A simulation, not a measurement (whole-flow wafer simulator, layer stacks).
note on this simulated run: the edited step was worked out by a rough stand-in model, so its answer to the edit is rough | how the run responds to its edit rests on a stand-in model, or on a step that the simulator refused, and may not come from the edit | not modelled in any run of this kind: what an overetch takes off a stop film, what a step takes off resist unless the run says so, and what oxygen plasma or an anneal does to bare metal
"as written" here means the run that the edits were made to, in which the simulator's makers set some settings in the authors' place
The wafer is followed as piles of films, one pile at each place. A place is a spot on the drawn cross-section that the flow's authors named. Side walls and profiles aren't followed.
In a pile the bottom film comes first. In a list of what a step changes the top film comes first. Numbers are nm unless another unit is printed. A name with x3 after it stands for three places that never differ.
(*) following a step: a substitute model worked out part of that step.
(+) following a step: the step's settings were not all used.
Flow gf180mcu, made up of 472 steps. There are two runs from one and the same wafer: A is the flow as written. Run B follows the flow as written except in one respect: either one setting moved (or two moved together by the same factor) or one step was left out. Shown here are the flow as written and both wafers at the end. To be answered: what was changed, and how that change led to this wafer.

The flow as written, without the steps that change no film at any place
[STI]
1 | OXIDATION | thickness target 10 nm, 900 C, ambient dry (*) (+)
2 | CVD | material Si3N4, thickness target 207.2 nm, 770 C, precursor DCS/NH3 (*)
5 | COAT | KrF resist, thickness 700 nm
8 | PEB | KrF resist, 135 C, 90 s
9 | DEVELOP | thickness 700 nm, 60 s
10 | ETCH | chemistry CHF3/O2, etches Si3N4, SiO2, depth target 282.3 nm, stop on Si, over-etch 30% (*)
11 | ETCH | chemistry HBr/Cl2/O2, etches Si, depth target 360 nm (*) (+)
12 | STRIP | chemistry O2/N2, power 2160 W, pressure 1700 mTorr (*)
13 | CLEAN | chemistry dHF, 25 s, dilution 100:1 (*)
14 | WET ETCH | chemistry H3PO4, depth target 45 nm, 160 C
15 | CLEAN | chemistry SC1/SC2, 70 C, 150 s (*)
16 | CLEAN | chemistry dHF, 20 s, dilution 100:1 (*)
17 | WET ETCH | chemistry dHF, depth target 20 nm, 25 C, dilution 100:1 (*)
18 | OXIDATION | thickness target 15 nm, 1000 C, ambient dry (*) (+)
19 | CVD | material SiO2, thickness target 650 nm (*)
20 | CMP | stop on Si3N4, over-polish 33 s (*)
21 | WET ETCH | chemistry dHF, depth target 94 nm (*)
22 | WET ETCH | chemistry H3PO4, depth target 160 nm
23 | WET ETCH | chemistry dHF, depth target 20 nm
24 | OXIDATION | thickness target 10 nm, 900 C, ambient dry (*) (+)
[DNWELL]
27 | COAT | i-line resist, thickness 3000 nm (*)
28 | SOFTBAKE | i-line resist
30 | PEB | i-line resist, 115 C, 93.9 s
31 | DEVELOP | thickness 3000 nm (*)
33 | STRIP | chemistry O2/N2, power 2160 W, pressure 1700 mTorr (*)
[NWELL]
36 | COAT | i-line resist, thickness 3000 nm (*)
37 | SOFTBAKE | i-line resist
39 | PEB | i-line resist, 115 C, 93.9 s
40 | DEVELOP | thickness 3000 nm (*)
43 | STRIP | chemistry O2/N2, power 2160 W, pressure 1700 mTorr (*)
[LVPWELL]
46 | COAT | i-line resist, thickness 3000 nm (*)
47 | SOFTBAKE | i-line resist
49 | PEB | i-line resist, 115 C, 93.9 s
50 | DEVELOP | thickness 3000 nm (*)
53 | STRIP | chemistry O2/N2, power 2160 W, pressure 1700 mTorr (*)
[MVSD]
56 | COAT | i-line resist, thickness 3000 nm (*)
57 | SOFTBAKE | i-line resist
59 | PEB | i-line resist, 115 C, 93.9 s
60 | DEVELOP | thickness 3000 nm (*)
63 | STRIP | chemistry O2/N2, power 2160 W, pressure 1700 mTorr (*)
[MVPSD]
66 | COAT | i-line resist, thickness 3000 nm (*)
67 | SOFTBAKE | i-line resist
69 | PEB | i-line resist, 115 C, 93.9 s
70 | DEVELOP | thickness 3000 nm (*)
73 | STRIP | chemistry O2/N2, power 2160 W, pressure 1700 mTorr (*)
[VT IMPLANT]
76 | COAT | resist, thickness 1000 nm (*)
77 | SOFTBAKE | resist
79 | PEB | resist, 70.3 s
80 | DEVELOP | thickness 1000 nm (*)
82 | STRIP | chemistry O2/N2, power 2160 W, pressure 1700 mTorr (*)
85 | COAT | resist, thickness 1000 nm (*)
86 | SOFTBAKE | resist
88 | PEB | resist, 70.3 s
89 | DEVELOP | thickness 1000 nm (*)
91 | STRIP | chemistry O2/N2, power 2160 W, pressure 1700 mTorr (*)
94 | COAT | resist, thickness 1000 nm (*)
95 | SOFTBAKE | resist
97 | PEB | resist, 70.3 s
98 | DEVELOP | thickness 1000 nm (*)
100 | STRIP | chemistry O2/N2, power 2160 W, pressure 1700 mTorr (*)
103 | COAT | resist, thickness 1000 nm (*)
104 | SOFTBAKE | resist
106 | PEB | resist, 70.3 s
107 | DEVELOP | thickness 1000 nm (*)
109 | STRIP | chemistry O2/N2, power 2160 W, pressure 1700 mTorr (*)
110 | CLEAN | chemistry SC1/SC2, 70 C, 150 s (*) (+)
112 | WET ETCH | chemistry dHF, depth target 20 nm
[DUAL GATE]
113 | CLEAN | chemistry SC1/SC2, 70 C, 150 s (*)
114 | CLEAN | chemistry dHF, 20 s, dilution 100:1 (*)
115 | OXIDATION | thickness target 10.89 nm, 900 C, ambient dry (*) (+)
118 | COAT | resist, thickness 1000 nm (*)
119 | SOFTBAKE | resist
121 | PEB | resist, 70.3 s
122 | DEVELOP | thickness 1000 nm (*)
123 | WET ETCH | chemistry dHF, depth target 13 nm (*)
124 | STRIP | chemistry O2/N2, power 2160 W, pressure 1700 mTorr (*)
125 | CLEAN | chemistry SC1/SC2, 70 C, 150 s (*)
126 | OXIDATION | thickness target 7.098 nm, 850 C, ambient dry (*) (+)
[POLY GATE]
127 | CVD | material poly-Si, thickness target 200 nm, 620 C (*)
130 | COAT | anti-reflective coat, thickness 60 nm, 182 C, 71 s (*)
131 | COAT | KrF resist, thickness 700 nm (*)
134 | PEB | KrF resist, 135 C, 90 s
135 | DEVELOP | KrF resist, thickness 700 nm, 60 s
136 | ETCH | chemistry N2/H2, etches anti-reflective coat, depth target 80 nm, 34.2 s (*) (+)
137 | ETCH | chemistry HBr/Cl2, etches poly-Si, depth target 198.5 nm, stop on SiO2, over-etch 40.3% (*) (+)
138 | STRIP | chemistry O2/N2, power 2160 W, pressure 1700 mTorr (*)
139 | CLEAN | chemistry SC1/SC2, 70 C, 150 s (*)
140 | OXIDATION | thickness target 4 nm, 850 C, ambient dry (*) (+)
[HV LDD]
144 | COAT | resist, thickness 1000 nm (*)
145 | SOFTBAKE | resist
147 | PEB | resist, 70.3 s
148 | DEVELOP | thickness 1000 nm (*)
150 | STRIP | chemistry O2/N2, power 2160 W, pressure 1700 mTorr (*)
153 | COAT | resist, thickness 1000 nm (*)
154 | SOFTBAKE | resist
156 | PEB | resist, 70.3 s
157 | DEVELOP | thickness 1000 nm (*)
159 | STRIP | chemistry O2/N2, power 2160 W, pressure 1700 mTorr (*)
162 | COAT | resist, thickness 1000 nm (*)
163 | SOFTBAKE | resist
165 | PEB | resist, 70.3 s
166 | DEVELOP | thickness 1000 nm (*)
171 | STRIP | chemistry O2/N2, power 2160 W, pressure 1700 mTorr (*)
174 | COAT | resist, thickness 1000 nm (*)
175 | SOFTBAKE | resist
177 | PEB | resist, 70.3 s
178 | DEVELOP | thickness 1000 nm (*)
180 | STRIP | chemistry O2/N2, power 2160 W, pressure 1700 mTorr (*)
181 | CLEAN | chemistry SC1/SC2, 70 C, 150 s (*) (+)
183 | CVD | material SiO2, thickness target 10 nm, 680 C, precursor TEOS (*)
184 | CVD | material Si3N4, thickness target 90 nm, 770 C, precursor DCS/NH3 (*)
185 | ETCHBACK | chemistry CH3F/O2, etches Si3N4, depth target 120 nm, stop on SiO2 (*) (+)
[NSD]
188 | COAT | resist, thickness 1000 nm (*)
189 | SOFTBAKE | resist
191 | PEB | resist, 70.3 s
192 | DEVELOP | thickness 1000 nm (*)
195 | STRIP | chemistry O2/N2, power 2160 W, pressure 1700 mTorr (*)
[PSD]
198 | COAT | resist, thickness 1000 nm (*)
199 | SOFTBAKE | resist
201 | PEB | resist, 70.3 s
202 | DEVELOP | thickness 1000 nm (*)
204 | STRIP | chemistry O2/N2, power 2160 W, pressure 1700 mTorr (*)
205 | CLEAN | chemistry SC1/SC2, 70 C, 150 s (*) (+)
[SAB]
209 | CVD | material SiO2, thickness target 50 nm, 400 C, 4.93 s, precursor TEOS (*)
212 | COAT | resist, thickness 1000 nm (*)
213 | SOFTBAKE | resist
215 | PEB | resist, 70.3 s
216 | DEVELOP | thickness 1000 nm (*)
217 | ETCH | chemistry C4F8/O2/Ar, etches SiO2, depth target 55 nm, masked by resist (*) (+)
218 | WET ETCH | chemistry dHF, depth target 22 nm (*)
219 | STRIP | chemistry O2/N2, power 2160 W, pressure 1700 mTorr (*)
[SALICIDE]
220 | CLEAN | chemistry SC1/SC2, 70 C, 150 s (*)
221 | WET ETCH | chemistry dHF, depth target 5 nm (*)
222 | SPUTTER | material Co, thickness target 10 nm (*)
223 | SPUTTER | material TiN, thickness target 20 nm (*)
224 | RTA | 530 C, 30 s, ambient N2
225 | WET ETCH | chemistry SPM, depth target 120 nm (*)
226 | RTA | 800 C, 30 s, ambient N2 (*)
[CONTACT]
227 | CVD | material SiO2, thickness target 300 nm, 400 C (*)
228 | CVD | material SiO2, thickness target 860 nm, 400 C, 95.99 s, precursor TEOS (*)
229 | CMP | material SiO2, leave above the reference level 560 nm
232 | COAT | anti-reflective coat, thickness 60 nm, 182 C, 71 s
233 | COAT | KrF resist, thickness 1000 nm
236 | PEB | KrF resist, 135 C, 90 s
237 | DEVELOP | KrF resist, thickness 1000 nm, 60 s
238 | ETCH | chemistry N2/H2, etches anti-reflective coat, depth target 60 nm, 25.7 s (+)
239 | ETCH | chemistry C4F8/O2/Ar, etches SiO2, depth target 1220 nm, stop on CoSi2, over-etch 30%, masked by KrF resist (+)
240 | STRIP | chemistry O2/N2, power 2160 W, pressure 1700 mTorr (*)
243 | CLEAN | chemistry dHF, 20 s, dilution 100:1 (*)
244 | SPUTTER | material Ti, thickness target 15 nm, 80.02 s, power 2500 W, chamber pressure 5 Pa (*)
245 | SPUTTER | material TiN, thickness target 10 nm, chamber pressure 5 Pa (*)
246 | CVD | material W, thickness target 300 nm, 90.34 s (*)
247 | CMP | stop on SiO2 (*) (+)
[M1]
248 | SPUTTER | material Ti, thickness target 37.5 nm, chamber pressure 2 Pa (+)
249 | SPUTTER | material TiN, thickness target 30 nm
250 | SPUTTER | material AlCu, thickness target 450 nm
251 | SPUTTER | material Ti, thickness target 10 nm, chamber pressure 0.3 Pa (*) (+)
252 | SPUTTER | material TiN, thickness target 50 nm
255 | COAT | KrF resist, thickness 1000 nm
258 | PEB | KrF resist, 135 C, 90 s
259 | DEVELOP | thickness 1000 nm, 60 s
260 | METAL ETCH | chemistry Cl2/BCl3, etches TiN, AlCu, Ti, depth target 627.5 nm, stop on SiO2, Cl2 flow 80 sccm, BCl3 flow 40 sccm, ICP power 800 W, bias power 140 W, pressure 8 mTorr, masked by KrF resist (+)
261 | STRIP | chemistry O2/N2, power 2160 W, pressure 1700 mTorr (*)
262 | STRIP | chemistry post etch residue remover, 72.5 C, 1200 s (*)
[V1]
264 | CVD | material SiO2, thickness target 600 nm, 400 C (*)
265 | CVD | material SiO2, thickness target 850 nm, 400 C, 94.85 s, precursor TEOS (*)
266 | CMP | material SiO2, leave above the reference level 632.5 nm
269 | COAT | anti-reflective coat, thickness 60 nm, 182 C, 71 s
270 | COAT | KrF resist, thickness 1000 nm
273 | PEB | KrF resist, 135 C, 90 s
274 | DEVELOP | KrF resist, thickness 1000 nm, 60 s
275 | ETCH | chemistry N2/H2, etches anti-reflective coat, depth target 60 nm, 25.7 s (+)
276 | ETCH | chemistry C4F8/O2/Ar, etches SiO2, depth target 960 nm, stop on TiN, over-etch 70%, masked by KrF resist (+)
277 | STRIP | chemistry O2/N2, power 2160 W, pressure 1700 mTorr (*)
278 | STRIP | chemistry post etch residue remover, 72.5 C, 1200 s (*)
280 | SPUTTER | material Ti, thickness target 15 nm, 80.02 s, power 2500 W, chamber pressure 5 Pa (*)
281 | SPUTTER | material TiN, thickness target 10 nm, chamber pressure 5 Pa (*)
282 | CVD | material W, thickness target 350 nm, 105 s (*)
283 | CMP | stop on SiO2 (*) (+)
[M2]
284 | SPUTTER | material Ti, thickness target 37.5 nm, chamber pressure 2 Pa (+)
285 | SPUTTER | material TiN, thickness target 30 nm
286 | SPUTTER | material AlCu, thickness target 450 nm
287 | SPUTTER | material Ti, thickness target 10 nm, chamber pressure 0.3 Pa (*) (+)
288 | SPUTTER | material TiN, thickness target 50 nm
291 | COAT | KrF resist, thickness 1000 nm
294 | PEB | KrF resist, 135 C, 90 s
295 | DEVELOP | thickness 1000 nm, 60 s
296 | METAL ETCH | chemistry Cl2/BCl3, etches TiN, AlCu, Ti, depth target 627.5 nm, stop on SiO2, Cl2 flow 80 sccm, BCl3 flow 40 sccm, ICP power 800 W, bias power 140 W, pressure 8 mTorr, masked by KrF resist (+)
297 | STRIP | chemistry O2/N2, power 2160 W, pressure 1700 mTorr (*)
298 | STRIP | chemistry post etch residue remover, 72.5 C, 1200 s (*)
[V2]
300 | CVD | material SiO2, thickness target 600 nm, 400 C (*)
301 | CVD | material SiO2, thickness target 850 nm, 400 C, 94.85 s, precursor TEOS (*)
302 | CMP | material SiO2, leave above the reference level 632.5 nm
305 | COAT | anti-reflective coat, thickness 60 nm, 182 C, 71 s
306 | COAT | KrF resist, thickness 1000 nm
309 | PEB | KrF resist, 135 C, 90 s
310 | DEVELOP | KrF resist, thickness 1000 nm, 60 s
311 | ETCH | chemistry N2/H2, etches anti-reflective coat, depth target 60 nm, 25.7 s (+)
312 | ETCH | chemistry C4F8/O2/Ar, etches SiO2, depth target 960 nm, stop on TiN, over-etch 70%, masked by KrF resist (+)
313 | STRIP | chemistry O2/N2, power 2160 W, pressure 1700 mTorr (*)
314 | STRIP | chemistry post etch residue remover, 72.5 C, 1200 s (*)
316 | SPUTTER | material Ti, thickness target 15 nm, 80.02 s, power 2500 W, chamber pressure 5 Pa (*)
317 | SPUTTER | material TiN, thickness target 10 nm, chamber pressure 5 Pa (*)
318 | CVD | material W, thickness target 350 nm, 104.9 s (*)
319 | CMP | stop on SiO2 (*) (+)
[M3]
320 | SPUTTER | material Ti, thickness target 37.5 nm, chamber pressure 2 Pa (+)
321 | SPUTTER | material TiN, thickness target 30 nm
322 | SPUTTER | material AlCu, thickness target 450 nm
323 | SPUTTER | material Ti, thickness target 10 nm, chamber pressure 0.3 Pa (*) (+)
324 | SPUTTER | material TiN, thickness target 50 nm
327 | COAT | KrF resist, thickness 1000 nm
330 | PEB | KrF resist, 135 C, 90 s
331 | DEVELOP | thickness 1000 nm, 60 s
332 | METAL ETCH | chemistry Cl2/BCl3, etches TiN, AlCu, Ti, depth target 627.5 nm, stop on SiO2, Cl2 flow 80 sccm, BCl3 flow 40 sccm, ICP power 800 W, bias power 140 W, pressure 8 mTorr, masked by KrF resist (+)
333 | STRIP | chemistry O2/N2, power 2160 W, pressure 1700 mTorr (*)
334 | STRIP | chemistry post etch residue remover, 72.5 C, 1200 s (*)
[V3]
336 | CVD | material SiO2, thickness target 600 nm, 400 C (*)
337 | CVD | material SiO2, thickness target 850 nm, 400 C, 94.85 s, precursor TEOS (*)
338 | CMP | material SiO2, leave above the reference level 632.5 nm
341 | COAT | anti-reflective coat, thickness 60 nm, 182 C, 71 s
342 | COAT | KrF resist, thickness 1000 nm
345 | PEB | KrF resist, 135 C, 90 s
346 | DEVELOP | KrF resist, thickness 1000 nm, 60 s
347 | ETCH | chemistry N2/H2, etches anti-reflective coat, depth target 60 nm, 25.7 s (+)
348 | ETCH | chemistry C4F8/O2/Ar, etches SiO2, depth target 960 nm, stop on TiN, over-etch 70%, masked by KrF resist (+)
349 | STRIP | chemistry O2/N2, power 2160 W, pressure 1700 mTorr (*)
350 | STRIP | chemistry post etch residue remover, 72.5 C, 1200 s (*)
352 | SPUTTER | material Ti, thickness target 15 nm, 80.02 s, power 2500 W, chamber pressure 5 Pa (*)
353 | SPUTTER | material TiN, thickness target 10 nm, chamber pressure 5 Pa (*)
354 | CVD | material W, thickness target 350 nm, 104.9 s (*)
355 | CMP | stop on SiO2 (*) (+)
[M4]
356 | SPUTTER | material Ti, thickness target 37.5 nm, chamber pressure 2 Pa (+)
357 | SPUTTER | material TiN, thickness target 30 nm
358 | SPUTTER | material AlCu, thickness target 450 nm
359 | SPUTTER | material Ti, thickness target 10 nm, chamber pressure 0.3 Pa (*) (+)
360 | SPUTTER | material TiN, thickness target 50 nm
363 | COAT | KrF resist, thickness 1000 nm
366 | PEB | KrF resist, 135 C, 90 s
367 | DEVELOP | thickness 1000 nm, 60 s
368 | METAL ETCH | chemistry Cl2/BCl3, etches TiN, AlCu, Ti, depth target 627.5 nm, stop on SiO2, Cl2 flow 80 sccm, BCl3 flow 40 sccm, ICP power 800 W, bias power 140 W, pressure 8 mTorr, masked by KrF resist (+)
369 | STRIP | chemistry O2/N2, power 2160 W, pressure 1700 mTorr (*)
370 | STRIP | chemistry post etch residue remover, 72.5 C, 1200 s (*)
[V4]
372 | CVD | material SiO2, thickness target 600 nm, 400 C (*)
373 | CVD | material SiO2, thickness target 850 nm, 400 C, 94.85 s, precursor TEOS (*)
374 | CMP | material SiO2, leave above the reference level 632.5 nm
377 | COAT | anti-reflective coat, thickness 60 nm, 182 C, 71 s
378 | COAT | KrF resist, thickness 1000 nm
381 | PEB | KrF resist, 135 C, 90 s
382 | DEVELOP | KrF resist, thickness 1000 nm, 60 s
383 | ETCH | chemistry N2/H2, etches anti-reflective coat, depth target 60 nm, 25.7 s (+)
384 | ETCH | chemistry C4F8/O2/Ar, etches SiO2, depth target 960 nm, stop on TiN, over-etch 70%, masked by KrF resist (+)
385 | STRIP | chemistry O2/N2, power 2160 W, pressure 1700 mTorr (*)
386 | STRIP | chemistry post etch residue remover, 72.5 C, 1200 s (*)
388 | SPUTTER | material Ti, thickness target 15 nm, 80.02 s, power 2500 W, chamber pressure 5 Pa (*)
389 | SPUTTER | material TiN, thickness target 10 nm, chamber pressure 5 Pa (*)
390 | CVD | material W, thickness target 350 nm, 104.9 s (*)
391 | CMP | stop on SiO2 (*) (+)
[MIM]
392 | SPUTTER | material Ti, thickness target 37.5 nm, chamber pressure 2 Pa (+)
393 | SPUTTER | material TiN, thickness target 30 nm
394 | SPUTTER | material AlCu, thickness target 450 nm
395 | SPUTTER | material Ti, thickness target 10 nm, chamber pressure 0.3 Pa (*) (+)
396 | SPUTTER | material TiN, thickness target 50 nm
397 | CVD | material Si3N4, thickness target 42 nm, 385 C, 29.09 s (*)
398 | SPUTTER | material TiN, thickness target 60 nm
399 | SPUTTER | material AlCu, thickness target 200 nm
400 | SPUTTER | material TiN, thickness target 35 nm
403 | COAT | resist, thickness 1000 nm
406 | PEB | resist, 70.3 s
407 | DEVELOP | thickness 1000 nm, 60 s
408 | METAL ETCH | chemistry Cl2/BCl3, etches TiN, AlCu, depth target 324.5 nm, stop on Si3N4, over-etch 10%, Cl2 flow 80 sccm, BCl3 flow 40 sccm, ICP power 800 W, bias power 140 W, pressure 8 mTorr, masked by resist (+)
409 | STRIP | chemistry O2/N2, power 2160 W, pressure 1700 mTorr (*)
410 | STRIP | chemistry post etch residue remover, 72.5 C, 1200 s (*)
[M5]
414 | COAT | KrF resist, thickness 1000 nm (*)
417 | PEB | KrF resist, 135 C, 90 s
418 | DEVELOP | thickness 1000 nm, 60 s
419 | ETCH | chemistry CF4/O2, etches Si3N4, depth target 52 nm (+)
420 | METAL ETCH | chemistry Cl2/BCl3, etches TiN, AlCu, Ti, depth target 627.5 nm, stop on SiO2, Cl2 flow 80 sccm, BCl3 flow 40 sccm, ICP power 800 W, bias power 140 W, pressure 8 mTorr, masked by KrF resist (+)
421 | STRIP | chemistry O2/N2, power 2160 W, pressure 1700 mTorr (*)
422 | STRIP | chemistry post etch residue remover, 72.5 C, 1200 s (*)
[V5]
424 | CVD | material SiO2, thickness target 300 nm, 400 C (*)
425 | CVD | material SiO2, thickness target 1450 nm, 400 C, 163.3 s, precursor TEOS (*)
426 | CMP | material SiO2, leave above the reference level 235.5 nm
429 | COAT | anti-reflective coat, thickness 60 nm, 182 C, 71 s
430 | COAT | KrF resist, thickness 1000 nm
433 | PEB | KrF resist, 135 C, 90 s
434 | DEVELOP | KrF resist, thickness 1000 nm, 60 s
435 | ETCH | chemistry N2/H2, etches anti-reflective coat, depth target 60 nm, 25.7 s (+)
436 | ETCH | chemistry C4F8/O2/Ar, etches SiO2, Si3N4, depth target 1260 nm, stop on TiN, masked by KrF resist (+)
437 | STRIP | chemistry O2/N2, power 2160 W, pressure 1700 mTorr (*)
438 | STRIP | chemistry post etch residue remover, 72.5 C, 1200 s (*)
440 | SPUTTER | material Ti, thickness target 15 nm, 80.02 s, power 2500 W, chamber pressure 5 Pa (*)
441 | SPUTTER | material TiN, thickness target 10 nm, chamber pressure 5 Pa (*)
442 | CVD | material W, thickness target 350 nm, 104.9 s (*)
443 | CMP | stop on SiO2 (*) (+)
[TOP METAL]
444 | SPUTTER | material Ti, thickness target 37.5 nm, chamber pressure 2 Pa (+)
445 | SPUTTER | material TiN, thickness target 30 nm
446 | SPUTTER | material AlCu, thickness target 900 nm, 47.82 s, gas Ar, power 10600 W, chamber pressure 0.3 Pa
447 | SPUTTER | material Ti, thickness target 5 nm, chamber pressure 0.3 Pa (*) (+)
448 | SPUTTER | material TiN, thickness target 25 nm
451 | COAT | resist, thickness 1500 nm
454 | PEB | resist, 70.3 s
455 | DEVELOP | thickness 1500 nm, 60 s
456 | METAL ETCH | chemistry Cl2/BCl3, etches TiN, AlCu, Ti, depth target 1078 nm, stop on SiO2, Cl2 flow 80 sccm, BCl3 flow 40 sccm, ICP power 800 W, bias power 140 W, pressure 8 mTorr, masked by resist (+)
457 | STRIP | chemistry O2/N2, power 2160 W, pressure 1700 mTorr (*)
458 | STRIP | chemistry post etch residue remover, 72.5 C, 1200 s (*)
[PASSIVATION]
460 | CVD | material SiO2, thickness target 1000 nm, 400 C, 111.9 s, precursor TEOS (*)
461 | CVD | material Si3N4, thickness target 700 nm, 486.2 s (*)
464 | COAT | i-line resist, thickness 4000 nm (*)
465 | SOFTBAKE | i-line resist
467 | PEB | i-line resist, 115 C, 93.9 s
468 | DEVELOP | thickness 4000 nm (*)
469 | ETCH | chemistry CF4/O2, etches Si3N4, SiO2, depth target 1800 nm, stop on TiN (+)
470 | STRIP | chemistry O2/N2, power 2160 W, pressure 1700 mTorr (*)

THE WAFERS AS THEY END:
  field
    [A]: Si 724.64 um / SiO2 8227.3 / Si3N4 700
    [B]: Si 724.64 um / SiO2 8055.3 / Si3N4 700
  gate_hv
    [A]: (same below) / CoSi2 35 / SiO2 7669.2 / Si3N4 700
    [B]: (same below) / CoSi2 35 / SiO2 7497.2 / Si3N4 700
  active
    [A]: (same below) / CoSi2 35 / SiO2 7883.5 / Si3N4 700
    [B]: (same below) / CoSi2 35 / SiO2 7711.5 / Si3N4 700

The reason: step 227, CVD: thickness target 128 nm was run, while the flow as written has thickness target 300 nm.

How this came from the change, step by step:
  227 | CVD | material SiO2, thickness target 300 nm, 400 C (*)
      field, field__w1, field__w2 and 58 more: A +300 SiO2 | B +128 SiO2
      active, p_well, gate and 47 more: A +300 SiO2 (new film) | B +128 SiO2 (new film)
  228 | CVD | material SiO2, thickness target 860 nm, 400 C, 95.99 s, precursor TEOS (*)
      field__w3, field__w12: A +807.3 SiO2 | B +789.1 SiO2
      field__w2: A +810.7 SiO2 | B +793.6 SiO2
  229 | CMP | material SiO2, leave above the reference level 560 nm
      ld_drift_p, ld_drn_p: A -425.8 SiO2 | B -438.3 SiO2
      nw_enc_fld_lv__w1, nw_enc_fld_lv__w4: A -332.2 SiO2 | B -323.2 SiO2
      (and at 7 other places as well)
  239 | ETCH | chemistry C4F8/O2/Ar, etches SiO2, depth target 1220 nm, stop on CoSi2, over-etch 30%, masked by KrF resist (+)
      field, field__w1, field__w2 and 105 more: A -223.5 KrF resist | B -178.8 KrF resist
      polyc_n, polyc_p: A -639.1 SiO2 (all of it) | B -467.1 SiO2 (all of it)
      (and at 1 other place as well)
  240 | STRIP | chemistry O2/N2, power 2160 W, pressure 1700 mTorr (*)
      field, field__w1, field__w2 and 105 more: A -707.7 KrF resist (all of it), -60 anti-reflective coat (all of it) | B -752.4 KrF resist (all of it), -60 anti-reflective coat (all of it)
  244 | SPUTTER | material Ti, thickness target 15 nm, 80.02 s, power 2500 W, chamber pressure 5 Pa (*)
      contact: A +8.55 Ti (new film) | B +9.46 Ti (new film)
  245 | SPUTTER | material TiN, thickness target 10 nm, chamber pressure 5 Pa (*)
      contact: A +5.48 TiN (new film) | B +6.05 TiN (new film)
  246 | CVD | material W, thickness target 300 nm, 90.34 s (*)
      polyc_n, polyc_p: A +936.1 W (new film) | B +764.1 W (new film)
      contact: A +1167.5 W (new film) | B +994 W (new film)
